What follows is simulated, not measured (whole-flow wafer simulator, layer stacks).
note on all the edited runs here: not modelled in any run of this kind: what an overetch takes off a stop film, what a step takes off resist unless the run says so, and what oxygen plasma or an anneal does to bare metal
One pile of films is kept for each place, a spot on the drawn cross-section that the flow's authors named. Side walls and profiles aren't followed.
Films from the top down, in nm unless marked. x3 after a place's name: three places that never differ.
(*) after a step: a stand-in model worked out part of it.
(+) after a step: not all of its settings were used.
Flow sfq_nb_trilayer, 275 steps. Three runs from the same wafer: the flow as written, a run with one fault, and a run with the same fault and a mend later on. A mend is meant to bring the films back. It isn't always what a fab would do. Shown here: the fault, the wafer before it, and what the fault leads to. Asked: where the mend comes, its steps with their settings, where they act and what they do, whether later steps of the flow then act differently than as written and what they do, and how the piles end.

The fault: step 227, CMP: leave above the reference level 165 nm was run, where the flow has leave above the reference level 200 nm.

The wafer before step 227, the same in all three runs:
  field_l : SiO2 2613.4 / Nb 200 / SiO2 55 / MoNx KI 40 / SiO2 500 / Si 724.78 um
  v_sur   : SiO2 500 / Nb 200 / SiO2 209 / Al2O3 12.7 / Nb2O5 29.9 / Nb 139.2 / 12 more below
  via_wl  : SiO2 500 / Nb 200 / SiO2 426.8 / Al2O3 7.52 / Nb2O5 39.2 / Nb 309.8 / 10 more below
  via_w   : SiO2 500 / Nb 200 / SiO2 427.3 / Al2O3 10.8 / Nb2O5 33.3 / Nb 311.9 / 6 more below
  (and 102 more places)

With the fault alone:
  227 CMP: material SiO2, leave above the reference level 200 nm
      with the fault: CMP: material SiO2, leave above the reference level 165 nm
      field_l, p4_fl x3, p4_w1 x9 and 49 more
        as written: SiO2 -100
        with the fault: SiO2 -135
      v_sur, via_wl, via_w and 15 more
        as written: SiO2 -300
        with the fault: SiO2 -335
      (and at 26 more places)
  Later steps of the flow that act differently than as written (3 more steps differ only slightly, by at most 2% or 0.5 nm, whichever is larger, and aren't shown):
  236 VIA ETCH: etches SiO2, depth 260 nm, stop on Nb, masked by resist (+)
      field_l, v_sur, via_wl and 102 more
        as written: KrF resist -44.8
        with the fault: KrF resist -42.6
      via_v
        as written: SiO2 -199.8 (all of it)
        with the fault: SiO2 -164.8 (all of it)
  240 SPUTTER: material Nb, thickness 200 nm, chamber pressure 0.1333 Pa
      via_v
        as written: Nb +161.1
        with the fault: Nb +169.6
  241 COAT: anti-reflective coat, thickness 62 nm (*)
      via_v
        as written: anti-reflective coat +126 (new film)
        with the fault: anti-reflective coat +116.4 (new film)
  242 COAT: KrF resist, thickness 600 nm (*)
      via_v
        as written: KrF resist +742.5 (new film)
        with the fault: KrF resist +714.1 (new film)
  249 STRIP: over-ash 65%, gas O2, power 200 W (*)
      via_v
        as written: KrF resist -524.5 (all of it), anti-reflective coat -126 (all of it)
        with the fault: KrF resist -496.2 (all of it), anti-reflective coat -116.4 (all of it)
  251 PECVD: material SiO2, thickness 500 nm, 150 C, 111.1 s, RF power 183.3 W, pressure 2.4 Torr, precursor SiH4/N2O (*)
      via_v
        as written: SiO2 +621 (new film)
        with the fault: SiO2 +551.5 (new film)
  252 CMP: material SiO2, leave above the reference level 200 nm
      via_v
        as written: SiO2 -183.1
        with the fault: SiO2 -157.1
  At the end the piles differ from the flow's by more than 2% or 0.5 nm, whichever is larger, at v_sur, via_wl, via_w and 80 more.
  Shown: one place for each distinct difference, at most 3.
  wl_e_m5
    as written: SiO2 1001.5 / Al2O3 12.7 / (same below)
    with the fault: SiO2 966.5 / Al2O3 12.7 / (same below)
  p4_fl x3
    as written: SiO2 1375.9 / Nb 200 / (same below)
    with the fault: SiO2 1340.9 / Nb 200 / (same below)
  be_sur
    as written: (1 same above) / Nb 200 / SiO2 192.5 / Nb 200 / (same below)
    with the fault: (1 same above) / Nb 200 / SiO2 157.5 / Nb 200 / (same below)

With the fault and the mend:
  The mend comes after step 228.
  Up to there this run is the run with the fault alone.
  228a PECVD: material SiO2, thickness 35 nm, 150 C, 7.778 s, RF power 183.3 W, pressure 2.4 Torr, precursor SiH4/N2O (the flow's step 226 once more, with other settings)
      field_l, v_sur, via_wl and 103 more
        SiO2 +35
  No later step of the flow acts differently than as written, at any place that is followed, by more than 2% or 0.5 nm, whichever is larger.
  At the end the piles are the same as the flow's at every place that both follow.
